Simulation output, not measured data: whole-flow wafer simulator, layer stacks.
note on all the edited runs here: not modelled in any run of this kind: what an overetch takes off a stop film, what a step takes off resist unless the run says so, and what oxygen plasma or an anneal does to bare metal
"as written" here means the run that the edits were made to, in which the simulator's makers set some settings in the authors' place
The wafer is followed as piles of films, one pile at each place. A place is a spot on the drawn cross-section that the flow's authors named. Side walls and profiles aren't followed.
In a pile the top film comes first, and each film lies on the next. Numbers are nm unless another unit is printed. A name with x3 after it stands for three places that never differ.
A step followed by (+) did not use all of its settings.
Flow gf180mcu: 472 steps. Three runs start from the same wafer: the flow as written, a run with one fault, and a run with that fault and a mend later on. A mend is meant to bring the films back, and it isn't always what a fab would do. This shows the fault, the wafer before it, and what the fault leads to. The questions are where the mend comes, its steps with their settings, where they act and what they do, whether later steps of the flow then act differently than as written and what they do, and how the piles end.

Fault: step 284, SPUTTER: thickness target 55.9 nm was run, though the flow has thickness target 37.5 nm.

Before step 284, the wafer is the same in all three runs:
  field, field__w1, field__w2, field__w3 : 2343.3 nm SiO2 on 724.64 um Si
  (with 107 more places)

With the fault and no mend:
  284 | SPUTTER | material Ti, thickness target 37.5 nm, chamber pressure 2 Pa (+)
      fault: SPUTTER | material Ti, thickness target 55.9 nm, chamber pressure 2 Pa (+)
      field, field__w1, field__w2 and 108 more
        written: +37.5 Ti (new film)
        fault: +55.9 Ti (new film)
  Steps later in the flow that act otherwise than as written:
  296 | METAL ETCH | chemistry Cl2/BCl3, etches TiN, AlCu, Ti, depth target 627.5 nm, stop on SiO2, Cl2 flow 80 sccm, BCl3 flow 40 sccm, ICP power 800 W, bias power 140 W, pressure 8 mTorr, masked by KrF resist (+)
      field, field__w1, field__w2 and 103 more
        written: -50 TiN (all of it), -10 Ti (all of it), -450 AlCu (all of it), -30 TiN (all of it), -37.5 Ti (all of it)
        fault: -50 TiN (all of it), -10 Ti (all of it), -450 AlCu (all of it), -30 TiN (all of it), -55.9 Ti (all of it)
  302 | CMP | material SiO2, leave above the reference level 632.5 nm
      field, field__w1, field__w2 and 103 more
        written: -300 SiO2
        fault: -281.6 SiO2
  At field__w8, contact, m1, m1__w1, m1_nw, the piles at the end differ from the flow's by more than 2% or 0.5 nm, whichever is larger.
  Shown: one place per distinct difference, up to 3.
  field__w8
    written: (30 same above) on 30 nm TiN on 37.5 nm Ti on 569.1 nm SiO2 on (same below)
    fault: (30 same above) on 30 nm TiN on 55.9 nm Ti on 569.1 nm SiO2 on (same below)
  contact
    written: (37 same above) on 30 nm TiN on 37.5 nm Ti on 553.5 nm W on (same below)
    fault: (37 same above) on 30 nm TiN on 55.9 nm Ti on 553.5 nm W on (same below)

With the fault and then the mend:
  After step 284 comes the mend.
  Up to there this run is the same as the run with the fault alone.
  284a | METAL ETCH | chemistry Cl2/BCl3, etches TiN, AlCu, Ti, depth target 18.4 nm, Cl2 flow 80 sccm, BCl3 flow 40 sccm, ICP power 800 W, bias power 140 W, pressure 8 mTorr (the flow's step 260 again, with other settings)
      field, field__w1, field__w2 and 108 more
        -18.4 Ti
  Later steps of the flow that are run all act as written at every place that is followed.
  The piles end the same as the flow's at every place that both follow.
